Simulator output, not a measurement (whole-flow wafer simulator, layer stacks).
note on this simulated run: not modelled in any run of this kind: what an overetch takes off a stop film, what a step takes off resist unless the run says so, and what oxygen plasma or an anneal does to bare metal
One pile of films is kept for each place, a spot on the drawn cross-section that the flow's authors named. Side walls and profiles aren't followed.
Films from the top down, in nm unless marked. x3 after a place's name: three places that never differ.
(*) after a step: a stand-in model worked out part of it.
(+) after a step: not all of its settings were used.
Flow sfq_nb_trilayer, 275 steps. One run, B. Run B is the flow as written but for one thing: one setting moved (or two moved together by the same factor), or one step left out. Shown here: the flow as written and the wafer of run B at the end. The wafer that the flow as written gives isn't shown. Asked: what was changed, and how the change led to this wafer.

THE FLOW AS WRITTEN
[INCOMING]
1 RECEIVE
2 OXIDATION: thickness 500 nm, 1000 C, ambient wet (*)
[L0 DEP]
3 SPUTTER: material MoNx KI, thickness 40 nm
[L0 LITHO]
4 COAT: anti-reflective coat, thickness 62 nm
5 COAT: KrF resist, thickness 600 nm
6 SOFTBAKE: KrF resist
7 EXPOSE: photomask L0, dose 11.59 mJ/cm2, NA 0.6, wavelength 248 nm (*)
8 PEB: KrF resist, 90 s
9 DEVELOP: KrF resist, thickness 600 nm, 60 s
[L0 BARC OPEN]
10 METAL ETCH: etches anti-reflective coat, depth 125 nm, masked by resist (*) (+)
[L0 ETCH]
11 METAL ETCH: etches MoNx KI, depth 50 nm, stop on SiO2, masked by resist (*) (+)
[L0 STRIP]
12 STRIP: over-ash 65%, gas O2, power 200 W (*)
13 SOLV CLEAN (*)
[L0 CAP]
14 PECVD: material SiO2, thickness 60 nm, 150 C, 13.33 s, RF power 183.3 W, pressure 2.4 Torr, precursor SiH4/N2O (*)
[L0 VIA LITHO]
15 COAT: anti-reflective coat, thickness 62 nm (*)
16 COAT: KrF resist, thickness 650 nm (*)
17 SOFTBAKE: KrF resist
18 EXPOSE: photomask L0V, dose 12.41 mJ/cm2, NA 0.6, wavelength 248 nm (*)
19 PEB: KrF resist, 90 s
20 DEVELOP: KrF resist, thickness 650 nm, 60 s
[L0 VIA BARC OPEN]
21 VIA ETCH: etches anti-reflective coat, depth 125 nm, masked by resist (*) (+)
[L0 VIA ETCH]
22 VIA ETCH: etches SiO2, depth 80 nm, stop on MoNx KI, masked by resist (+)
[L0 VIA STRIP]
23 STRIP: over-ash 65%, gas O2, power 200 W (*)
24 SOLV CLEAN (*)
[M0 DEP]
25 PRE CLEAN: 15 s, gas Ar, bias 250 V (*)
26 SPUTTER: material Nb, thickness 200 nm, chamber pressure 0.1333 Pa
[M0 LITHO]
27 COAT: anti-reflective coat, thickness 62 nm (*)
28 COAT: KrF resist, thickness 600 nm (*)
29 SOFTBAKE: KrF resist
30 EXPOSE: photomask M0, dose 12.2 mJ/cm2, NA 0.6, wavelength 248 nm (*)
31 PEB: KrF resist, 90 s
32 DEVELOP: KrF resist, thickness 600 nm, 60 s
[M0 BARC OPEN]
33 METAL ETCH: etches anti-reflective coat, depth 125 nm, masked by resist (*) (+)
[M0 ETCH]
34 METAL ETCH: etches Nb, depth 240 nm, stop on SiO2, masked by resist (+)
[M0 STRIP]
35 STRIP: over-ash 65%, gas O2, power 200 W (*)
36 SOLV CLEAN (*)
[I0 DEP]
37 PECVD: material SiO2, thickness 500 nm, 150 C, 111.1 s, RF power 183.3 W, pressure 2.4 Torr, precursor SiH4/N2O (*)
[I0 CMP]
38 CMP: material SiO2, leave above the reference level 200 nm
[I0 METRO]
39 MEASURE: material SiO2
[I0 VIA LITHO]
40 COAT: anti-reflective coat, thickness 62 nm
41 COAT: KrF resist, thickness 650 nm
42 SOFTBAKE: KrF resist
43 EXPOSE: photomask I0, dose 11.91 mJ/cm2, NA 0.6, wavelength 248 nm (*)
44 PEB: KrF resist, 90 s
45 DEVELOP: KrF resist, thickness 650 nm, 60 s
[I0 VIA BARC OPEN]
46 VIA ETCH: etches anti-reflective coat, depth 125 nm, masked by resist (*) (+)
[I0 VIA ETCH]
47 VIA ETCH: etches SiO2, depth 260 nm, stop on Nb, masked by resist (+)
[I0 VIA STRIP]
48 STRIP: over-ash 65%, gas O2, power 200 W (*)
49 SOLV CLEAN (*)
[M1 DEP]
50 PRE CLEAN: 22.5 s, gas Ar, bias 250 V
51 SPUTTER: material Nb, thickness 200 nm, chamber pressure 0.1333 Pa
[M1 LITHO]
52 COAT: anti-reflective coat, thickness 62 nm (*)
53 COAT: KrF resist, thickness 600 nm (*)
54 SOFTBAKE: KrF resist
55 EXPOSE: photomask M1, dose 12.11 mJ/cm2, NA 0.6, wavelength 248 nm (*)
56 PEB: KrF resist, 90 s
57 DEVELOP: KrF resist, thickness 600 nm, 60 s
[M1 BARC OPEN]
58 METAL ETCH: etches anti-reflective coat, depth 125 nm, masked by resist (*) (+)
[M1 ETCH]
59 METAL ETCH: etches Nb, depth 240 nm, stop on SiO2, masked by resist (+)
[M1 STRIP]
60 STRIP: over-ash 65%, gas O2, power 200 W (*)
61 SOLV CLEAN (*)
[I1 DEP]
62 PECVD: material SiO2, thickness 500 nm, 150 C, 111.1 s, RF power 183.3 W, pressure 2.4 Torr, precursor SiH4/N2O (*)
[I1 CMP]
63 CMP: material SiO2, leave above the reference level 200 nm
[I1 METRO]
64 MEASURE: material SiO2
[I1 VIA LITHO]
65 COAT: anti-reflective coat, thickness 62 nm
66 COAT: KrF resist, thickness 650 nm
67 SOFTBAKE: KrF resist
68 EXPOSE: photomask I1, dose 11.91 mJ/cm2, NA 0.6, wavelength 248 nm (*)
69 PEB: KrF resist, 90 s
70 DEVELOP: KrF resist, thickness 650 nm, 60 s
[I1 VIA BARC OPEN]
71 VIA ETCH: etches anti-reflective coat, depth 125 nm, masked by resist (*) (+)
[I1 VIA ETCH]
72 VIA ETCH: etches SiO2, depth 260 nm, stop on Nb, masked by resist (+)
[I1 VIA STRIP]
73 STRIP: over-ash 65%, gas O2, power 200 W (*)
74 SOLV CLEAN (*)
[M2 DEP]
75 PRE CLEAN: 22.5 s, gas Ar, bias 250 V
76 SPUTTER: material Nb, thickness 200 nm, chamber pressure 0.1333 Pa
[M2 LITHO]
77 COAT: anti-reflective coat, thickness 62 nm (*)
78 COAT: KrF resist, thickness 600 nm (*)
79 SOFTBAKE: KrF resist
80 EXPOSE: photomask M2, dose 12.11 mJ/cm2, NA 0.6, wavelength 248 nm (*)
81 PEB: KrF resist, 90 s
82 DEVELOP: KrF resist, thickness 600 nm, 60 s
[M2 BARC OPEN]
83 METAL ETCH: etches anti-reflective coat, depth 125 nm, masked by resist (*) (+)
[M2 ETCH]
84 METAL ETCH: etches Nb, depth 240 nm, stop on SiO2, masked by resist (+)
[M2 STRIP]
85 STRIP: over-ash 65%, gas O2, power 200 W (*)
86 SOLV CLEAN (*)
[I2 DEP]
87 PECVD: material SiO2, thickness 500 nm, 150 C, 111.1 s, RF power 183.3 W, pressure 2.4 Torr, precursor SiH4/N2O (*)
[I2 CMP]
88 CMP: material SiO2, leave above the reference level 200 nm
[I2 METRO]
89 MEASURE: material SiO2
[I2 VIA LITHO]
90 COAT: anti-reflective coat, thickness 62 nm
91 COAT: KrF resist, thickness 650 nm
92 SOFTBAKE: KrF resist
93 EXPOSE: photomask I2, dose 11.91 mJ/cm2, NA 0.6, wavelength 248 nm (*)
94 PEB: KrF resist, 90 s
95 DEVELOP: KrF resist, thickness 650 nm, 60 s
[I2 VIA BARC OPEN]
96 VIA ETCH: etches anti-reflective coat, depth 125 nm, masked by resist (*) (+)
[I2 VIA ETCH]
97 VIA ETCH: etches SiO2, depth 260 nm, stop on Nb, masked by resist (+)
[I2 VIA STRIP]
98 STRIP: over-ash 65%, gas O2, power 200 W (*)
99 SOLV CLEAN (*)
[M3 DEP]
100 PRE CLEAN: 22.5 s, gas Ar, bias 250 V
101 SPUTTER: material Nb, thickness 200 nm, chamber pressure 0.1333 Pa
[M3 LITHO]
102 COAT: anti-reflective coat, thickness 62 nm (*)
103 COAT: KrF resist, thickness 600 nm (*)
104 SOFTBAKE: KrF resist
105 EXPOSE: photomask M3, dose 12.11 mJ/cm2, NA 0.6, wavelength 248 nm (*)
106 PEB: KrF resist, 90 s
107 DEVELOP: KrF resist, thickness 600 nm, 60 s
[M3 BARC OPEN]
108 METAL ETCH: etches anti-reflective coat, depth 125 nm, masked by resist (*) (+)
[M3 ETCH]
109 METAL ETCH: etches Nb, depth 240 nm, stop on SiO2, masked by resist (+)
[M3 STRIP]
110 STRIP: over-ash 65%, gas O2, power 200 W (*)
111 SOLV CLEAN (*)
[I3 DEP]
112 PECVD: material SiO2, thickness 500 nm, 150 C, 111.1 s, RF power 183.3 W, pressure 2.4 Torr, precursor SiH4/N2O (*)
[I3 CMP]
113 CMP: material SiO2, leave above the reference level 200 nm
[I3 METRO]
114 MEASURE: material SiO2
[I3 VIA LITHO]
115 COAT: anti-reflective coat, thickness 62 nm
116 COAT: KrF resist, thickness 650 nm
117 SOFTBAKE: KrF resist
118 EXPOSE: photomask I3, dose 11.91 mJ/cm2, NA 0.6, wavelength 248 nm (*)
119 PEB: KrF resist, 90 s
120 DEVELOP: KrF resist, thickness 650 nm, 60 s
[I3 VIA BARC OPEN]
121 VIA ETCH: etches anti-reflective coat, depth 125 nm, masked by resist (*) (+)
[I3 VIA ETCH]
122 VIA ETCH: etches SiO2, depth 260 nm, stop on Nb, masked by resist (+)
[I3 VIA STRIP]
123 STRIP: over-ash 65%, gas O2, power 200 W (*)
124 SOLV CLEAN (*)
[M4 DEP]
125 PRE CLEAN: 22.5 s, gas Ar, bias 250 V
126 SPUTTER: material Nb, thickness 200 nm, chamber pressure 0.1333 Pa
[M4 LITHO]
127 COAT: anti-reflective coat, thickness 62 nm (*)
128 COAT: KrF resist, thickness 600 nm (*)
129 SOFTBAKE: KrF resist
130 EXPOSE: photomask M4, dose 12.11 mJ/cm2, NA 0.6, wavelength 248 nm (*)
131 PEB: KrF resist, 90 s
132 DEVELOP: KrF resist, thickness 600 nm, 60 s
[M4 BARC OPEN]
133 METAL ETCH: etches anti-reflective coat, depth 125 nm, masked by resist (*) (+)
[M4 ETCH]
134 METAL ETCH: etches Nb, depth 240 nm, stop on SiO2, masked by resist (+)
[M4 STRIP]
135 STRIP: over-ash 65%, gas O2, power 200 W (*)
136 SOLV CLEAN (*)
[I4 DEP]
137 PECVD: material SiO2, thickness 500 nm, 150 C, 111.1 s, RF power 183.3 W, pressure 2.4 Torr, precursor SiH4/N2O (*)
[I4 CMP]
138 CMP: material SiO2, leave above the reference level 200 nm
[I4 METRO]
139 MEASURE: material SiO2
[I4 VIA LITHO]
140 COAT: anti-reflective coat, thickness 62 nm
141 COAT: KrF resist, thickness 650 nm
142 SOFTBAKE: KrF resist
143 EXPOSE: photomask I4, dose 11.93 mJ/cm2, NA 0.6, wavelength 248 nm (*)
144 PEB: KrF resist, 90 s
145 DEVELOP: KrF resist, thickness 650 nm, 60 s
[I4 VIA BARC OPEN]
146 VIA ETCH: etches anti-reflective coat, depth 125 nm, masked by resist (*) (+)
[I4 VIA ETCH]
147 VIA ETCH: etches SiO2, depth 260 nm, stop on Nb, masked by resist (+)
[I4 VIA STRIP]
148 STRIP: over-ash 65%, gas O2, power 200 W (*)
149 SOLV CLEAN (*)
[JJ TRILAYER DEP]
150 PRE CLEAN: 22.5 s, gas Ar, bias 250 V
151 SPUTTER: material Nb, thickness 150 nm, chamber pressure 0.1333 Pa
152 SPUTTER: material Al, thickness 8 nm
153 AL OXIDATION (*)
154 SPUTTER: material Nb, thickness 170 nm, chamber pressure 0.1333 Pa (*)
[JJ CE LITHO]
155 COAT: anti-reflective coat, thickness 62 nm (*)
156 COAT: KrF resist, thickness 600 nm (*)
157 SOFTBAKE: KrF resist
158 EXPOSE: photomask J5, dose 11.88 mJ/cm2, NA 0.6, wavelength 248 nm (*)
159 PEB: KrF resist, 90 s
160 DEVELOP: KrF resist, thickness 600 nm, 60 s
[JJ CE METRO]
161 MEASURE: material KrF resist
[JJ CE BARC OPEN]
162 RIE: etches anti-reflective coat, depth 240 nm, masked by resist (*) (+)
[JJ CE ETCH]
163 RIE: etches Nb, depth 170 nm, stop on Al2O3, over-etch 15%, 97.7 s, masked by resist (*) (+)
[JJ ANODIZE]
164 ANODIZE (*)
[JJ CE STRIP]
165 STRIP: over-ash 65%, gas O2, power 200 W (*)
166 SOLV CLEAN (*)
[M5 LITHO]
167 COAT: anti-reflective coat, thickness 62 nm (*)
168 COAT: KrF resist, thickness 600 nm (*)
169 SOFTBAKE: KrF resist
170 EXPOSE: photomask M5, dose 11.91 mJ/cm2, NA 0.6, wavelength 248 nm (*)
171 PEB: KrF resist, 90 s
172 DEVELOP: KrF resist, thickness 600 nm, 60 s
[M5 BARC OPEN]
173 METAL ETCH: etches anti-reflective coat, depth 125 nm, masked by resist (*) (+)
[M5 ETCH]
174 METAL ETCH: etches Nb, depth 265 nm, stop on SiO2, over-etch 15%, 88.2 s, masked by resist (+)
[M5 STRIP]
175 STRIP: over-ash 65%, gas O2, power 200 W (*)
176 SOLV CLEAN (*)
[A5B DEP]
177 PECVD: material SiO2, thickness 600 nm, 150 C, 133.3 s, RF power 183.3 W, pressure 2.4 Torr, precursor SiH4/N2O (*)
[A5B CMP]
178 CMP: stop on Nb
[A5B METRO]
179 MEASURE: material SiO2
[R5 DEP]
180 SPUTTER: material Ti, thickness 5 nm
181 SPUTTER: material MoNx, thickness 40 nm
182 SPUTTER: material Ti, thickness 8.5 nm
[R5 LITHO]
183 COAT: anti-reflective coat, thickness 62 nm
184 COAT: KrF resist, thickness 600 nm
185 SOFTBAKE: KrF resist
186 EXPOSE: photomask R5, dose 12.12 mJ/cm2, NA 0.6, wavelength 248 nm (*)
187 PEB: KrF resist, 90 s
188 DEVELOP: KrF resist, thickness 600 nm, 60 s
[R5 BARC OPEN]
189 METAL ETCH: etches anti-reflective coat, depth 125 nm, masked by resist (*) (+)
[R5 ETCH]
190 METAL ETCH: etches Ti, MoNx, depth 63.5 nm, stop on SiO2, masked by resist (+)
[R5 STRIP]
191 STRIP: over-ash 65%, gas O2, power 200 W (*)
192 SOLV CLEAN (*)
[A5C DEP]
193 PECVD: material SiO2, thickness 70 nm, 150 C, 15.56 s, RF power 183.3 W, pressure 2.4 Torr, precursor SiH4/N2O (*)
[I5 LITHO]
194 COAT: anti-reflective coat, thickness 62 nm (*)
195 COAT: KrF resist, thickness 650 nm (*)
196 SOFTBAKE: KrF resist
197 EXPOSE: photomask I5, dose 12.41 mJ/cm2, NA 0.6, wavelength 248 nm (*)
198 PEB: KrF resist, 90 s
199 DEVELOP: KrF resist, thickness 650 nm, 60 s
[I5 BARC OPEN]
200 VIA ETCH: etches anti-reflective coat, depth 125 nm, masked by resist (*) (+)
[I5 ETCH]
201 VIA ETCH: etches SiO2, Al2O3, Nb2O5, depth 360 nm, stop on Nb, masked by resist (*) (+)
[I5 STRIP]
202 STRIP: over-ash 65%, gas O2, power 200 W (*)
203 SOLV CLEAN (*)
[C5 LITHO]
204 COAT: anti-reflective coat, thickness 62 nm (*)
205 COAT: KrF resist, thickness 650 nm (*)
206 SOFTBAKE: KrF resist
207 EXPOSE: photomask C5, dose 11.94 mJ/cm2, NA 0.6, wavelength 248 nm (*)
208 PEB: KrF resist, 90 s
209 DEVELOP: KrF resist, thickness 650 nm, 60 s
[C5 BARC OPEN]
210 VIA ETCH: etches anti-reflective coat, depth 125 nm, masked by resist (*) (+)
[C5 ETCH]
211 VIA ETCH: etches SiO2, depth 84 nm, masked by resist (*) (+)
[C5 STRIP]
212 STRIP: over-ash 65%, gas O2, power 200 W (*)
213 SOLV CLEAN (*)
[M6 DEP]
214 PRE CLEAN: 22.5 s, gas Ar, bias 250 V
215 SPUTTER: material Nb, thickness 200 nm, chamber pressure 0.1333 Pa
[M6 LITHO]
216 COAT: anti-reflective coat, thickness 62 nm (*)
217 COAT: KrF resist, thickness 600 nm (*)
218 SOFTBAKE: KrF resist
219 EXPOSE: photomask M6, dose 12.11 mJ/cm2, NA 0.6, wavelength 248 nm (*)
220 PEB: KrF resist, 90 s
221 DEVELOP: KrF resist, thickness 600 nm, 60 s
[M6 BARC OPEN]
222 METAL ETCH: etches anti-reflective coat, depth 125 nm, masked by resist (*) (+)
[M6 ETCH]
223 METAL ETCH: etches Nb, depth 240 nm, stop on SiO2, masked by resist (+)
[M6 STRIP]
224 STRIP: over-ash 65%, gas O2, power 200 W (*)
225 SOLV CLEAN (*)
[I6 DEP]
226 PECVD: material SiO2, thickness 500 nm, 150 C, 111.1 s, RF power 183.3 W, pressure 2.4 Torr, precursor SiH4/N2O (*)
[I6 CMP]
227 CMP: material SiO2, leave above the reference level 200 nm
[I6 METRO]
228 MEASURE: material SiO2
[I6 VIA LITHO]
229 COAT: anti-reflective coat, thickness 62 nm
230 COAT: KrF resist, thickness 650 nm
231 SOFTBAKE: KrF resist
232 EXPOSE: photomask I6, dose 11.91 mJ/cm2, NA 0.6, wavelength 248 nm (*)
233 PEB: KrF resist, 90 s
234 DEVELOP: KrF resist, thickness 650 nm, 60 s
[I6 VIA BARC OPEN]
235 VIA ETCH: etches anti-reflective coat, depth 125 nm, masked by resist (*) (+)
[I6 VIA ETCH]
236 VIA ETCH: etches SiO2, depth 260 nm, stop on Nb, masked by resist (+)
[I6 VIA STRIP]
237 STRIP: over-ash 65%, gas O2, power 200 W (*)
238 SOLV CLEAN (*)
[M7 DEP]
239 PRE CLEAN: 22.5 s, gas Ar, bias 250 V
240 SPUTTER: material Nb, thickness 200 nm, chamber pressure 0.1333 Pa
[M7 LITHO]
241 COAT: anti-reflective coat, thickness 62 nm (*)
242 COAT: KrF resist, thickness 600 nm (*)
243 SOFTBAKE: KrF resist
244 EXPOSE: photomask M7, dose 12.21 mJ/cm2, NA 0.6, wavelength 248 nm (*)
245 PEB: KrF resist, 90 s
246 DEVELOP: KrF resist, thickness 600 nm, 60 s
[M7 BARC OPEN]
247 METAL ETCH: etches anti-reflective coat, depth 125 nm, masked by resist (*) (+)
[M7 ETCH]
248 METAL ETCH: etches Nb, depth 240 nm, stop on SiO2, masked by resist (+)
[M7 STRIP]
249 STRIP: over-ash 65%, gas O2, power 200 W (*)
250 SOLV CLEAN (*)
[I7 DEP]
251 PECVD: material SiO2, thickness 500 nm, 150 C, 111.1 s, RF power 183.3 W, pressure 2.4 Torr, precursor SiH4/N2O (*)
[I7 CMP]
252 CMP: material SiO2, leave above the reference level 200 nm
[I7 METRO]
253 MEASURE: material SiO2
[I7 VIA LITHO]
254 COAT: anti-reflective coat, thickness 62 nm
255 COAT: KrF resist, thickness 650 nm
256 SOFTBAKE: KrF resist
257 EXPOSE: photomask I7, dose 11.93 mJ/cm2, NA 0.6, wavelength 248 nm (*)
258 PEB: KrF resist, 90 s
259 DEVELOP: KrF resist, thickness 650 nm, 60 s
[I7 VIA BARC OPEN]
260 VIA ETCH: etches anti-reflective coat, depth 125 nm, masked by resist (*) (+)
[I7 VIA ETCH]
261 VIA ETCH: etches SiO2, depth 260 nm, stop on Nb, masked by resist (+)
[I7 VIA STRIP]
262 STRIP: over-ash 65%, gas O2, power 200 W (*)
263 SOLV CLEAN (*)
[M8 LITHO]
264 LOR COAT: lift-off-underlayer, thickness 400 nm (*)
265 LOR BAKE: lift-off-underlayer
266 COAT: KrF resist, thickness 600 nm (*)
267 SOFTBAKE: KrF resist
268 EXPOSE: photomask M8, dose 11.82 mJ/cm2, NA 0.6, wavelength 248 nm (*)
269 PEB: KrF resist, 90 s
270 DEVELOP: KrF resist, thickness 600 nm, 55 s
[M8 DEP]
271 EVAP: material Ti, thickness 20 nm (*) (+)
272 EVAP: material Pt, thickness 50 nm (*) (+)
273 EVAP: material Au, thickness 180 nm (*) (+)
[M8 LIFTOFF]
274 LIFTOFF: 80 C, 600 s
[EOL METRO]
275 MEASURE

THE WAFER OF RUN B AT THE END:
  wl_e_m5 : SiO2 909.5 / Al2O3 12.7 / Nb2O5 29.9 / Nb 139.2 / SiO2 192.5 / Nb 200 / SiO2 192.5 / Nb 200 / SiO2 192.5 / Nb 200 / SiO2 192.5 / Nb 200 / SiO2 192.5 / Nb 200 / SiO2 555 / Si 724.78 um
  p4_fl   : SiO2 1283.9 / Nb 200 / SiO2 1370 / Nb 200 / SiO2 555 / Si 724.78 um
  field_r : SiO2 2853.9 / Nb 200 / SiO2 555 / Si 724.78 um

The cause: step 215, SPUTTER: thickness 108 nm was run, where the flow has thickness 200 nm.

How the change led to this, step by step:
  215 SPUTTER: material Nb, thickness 200 nm, chamber pressure 0.1333 Pa
      field_l, v_sur, via_wl and 100 more: Nb +108 (new film) (as written it would be: Nb +200 (new film))
      be: Nb +80 (as written it would be: Nb +147.3)
      (and at 2 more places)
  216 COAT: anti-reflective coat, thickness 62 nm (*)
      be: anti-reflective coat +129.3 (new film) (as written it would be: anti-reflective coat +136.7 (new film))
      be_sur: anti-reflective coat +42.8 (new film) (as written it would be: anti-reflective coat +43.8 (new film))
      (and at 1 more place)
  223 METAL ETCH: etches Nb, depth 240 nm, stop on SiO2, masked by resist (+)
      field_l, gap, moat and 76 more: Nb -108 (all of it) (as written it would be: Nb -200 (all of it))
      v_sur, via_wl, via_w and 24 more: KrF resist -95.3 (as written it would be: KrF resist -141.2)
  224 STRIP: over-ash 65%, gas O2, power 200 W (*)
      wl_j_sl, wl_j_sr: KrF resist -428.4 (all of it), anti-reflective coat -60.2 (all of it) (as written it would be: KrF resist -382.5 (all of it), anti-reflective coat -60.2 (all of it))
      m6r_line_l x2: KrF resist -428.3 (all of it), anti-reflective coat -62 (all of it) (as written it would be: KrF resist -382.4 (all of it), anti-reflective coat -62 (all of it))
      (and at 23 more places)
  226 PECVD: material SiO2, thickness 500 nm, 150 C, 111.1 s, RF power 183.3 W, pressure 2.4 Torr, precursor SiH4/N2O (*)
      gap, wl_a_sl, m6r_space_l x2: SiO2 +500 (as written it would be: SiO2 +557.1)
      be: SiO2 +658.3 (new film) (as written it would be: SiO2 +693.5 (new film))
  227 CMP: material SiO2, leave above the reference level 200 nm
      field_l, p4_fl, p4_fm and 59 more: SiO2 -192 (as written it would be: SiO2 -100)
      moat, field_r, lsp_l, ln_m5, lsp_m: SiO2 -192 (as written it would be: SiO2 -93.6)
      (and at 13 more places)
